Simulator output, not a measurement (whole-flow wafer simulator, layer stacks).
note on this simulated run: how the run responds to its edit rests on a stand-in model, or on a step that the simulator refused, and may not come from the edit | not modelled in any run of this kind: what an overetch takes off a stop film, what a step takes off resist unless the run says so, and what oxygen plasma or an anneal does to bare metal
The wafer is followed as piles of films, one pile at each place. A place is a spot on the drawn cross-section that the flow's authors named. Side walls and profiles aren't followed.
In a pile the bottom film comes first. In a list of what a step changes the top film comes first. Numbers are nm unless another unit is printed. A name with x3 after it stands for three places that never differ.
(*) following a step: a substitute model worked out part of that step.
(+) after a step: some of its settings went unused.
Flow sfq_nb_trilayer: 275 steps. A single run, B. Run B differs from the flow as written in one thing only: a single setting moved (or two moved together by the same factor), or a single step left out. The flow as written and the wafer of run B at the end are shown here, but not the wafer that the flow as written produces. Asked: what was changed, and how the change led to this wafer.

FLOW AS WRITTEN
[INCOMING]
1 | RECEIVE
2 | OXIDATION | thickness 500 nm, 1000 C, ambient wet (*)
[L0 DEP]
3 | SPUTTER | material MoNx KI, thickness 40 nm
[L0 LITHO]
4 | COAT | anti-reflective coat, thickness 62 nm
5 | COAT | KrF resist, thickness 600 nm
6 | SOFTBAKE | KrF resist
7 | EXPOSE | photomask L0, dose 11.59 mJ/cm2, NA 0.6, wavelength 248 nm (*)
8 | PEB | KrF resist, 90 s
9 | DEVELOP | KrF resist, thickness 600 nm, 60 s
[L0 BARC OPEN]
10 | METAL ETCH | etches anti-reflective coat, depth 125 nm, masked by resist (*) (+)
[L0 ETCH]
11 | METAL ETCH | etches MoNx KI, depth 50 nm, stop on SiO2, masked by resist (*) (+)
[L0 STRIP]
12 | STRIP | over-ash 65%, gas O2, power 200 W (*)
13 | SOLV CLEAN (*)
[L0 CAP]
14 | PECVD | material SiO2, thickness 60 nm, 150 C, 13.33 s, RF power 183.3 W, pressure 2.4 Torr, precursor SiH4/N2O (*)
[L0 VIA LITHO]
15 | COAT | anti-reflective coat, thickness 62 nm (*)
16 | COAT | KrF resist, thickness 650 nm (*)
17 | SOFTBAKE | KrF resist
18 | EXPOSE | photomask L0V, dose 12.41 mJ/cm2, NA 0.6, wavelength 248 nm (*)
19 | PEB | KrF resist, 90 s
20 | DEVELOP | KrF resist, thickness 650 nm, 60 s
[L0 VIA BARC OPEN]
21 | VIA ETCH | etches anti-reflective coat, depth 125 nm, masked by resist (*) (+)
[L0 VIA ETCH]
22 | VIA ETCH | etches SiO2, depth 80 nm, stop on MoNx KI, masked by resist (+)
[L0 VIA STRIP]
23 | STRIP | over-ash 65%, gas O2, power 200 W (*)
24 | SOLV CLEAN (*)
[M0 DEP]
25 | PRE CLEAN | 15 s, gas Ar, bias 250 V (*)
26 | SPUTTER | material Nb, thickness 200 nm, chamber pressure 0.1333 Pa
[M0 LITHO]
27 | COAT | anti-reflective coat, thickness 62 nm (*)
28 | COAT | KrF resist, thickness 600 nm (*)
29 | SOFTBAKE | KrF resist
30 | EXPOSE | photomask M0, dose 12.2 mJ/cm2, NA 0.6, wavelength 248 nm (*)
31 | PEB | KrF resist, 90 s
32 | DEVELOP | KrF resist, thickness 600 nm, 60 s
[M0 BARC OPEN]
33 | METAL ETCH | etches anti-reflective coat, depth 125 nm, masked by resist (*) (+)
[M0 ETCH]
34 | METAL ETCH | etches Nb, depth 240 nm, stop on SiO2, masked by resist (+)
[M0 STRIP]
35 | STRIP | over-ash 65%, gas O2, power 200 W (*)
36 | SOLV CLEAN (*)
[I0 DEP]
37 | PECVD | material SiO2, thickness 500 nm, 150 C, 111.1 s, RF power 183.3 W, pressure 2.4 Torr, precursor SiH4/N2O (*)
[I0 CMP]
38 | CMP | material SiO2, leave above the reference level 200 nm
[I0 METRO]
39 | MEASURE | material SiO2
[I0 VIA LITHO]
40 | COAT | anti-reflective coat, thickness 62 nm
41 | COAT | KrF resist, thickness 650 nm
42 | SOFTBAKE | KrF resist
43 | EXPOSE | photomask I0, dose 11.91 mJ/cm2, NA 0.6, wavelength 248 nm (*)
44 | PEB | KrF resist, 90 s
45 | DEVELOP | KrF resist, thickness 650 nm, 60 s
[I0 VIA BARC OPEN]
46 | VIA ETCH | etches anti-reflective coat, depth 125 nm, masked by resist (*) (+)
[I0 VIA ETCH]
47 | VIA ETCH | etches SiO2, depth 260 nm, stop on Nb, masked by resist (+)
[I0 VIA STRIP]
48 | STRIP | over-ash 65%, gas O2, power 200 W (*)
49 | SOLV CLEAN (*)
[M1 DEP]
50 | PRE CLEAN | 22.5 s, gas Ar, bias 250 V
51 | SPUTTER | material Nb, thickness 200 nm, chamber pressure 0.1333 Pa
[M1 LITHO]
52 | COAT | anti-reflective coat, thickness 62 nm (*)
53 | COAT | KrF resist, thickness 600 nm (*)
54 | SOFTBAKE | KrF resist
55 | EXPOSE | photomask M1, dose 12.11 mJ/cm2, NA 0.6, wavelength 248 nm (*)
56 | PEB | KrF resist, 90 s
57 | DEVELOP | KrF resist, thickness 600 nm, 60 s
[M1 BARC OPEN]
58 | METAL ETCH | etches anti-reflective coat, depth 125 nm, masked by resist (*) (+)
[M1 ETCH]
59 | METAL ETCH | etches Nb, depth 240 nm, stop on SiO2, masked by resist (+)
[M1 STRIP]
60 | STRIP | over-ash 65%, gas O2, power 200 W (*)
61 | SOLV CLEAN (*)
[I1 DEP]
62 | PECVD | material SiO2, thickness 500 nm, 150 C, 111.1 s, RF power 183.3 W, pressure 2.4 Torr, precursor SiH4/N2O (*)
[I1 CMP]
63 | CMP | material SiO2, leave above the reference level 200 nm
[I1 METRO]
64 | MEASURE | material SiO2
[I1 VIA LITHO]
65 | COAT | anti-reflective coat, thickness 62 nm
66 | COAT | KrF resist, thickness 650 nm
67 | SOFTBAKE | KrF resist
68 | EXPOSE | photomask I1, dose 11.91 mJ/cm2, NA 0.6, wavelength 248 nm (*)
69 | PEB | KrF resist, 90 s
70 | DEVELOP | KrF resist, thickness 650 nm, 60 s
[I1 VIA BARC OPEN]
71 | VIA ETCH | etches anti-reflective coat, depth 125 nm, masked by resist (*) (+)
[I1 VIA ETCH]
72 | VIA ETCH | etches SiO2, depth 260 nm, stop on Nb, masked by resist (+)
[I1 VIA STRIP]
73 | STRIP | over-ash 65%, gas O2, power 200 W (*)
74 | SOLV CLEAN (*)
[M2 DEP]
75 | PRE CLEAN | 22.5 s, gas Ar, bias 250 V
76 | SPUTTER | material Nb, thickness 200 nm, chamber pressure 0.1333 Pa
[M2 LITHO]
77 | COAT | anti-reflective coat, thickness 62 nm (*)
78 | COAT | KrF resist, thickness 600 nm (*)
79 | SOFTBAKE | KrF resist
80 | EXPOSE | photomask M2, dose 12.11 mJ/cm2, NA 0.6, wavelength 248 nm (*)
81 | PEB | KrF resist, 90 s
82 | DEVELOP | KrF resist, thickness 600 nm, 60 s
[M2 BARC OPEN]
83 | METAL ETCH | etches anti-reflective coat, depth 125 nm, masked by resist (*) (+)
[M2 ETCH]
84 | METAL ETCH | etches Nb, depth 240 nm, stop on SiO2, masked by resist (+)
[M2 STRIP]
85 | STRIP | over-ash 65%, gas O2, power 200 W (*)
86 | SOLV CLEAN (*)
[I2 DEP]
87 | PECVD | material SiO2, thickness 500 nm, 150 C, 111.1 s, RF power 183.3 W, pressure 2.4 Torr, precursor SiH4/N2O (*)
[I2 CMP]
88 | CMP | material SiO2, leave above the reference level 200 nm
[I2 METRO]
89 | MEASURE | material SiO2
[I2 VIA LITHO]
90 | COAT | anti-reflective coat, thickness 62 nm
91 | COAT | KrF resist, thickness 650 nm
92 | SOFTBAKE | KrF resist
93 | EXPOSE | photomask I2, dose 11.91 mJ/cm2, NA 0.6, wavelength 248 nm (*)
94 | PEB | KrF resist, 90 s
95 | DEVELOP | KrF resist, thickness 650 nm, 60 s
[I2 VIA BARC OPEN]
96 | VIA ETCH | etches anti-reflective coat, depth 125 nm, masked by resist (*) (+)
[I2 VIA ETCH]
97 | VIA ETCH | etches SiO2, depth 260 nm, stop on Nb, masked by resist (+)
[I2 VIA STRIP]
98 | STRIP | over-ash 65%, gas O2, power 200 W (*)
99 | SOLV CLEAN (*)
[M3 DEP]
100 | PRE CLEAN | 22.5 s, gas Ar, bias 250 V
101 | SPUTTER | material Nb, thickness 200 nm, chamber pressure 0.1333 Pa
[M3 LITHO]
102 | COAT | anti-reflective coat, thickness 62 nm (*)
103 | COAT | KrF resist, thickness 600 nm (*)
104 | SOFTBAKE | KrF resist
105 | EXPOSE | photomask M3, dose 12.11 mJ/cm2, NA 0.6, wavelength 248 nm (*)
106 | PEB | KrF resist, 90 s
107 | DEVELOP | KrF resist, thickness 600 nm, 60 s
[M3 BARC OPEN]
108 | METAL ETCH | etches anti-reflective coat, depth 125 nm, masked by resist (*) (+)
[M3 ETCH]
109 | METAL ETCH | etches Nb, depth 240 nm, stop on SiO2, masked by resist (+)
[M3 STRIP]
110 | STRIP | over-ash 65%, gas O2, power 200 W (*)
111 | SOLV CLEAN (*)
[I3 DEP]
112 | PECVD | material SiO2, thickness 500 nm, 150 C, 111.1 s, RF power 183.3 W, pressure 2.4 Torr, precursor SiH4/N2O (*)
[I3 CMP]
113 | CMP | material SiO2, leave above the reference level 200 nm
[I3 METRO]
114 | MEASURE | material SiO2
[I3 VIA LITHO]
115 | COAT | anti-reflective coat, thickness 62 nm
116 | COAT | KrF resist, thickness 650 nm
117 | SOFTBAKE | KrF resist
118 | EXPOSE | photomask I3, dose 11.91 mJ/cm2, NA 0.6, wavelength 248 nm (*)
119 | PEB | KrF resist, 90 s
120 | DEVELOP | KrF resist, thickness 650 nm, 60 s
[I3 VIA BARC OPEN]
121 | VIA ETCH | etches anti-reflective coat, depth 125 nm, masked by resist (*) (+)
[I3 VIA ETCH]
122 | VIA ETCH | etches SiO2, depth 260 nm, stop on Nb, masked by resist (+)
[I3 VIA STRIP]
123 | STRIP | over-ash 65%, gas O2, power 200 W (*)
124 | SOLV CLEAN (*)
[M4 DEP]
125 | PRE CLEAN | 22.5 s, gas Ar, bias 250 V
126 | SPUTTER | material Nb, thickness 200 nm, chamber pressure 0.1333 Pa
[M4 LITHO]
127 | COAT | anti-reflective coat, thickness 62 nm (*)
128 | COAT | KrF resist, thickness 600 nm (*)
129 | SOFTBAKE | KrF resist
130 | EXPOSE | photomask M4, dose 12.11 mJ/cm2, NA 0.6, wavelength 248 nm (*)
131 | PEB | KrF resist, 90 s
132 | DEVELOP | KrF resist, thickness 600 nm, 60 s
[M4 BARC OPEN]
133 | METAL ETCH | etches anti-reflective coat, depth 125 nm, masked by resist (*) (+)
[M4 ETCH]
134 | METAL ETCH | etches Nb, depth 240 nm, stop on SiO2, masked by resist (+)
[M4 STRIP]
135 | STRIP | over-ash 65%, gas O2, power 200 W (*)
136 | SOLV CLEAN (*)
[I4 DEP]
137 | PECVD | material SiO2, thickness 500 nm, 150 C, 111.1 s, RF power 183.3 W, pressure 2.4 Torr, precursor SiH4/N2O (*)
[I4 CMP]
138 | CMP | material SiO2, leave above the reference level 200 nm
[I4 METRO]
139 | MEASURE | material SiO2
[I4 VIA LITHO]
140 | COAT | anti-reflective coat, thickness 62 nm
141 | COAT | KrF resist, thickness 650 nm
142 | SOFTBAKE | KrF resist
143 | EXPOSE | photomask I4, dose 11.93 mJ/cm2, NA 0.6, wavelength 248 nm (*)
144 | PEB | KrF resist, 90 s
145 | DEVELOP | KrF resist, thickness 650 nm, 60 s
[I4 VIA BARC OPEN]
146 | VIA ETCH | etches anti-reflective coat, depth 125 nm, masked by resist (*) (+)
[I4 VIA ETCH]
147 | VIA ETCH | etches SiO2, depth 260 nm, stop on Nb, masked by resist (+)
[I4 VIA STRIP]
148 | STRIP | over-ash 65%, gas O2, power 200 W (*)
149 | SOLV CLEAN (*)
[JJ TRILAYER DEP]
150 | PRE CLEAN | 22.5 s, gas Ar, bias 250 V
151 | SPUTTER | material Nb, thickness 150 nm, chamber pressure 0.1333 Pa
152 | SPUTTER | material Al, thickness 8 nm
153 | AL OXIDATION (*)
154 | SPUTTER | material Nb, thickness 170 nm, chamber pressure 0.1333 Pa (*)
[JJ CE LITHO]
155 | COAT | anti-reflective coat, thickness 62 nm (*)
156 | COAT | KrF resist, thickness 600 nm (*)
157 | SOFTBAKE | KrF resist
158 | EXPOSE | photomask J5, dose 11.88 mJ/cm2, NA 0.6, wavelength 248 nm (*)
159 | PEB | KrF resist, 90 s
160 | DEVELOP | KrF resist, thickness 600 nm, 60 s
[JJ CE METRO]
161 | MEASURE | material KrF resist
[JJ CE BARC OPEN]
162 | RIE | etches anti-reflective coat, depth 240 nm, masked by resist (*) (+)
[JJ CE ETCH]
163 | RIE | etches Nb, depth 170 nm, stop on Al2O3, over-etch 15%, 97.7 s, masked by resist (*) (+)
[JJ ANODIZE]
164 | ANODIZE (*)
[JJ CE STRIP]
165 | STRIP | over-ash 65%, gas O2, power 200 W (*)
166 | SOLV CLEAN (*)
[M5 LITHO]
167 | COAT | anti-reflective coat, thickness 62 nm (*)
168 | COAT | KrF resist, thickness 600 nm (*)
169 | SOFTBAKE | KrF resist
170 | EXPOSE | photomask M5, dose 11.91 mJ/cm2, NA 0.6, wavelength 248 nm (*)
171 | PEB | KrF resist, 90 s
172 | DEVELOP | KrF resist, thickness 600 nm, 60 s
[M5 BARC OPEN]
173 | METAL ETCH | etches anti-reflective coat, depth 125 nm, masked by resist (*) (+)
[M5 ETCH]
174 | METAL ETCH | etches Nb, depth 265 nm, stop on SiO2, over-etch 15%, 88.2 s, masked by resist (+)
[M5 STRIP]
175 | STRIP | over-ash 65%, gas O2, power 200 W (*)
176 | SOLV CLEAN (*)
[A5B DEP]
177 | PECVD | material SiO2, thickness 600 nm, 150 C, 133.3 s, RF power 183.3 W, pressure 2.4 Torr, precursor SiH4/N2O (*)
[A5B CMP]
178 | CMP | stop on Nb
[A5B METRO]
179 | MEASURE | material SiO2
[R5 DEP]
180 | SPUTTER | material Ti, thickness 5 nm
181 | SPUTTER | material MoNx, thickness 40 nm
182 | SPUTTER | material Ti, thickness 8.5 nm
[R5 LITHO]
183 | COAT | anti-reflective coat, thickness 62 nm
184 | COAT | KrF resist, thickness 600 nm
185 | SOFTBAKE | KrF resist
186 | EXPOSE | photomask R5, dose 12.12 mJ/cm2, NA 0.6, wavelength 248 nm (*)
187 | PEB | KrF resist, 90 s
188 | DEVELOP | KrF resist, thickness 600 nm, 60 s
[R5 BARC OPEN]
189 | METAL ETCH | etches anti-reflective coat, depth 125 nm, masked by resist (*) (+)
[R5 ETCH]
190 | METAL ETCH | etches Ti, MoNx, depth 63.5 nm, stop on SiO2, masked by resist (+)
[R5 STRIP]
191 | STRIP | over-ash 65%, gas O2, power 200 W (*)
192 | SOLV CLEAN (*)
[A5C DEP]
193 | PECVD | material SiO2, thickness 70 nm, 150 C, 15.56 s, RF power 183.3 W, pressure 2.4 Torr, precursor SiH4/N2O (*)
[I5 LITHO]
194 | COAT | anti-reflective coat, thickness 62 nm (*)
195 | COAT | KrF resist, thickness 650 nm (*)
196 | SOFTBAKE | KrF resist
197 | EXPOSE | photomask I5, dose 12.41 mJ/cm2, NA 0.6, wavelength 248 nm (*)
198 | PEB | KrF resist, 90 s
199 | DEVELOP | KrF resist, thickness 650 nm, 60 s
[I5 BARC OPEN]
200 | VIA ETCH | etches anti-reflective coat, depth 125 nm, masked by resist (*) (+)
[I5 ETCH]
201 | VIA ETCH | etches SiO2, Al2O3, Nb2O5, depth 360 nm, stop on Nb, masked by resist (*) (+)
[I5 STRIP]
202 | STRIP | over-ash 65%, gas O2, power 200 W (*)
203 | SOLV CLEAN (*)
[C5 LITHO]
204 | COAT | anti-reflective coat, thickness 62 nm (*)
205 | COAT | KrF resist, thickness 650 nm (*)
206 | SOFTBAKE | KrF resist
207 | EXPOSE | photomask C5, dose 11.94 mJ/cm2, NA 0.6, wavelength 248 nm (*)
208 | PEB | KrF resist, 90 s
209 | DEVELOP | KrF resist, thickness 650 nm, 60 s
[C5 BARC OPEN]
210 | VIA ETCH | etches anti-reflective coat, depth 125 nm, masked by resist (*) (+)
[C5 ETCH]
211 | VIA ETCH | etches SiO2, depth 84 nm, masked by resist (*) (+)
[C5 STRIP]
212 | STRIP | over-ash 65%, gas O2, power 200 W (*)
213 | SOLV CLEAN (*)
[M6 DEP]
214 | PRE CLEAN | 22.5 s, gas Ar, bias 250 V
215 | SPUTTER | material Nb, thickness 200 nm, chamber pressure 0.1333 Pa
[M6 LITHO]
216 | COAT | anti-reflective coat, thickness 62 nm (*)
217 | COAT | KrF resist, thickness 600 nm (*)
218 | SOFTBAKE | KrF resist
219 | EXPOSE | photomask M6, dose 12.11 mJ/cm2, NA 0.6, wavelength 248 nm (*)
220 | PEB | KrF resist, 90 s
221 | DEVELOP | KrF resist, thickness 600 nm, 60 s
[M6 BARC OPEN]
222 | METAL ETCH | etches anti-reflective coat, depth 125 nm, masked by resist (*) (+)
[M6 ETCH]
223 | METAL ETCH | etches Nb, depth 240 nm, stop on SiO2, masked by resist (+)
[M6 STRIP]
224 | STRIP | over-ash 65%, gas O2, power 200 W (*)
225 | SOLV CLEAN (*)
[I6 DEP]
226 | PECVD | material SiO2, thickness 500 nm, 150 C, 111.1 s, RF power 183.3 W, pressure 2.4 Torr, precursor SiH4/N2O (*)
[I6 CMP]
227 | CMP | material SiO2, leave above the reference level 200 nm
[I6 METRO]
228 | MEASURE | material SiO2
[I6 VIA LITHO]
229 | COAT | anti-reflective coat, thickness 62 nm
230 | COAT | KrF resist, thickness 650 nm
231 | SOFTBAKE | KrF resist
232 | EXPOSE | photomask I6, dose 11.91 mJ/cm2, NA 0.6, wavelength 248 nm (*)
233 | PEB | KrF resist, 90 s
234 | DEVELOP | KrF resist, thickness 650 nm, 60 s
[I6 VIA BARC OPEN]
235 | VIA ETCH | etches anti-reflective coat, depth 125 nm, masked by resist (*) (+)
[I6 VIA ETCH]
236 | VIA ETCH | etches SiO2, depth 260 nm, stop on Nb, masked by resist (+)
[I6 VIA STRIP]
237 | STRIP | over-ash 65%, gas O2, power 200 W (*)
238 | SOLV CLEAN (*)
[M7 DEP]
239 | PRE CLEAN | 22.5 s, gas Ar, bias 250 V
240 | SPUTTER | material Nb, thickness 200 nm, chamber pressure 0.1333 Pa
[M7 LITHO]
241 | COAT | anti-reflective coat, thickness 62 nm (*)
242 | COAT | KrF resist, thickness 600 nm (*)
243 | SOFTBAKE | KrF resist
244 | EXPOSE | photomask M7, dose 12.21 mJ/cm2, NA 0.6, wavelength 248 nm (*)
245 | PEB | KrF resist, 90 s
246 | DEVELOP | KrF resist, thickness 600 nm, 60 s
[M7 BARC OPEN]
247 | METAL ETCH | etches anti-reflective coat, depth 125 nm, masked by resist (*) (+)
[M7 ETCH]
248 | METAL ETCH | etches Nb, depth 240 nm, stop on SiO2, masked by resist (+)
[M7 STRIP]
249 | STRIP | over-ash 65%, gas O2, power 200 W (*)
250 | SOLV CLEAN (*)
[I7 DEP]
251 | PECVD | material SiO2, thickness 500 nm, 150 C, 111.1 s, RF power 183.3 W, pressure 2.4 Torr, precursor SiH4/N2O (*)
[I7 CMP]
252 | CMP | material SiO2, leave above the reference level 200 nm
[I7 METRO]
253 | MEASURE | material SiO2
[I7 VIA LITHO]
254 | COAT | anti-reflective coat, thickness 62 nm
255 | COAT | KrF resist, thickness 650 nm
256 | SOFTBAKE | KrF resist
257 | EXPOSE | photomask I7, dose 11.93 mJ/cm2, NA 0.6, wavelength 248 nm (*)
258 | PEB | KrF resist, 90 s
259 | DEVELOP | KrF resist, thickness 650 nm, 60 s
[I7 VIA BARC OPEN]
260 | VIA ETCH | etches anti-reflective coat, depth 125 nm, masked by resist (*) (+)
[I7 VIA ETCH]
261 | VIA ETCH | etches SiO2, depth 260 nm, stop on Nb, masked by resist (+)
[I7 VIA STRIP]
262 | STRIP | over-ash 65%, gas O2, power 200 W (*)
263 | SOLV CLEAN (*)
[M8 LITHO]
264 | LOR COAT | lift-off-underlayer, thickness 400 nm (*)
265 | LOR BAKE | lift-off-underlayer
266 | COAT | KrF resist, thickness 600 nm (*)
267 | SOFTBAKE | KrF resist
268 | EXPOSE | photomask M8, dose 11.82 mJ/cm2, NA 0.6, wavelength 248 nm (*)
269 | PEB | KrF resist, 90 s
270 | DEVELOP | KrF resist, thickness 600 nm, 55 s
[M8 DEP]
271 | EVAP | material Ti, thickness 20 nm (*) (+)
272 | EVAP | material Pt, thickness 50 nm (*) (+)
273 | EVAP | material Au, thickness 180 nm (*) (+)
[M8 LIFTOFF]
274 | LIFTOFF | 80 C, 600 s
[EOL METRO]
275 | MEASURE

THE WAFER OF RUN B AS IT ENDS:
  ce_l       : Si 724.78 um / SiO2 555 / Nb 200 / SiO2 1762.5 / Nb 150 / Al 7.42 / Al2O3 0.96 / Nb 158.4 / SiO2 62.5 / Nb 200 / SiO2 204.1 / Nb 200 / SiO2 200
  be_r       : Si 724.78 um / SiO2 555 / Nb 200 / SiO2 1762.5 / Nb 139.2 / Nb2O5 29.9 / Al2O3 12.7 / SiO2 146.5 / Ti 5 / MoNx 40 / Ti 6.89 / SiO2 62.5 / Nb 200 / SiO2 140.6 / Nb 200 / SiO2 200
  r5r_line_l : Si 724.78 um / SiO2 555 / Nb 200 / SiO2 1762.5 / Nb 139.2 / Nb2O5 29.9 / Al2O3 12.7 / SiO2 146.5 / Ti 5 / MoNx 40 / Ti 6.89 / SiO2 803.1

Cause: step 182, SPUTTER: thickness 6.89 nm was run, whereas the flow has thickness 8.5 nm.
One can read it off the wafer: be_r has Ti 6.89, and step 182 as written asks for 8.5 nm.

The path from the change to this, step by step:
  182 | SPUTTER | material Ti, thickness 8.5 nm
      field_l, v_sur, via_wl and 103 more: Ti gains 6.89 (new film) (as written it would have been: Ti gains 8.5 (new film))
  190 | METAL ETCH | etches Ti, MoNx, depth 63.5 nm, stop on SiO2, masked by resist (+)
      field_l, v_sur, via_wl and 92 more: Ti loses 6.89 (all of it), MoNx loses 40 (all of it), Ti loses 5 (all of it) (as written it would have been: Ti loses 8.5 (all of it), MoNx loses 40 (all of it), Ti loses 5 (all of it))
      ce_l, c5j, ce_r, wl_jj: Ti loses 6.89 (all of it), MoNx loses 40 (all of it), Ti loses 5 (all of it), Nb loses 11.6 (as written it would have been: Ti loses 8.5 (all of it), MoNx loses 40 (all of it), Ti loses 5 (all of it), Nb loses 10)
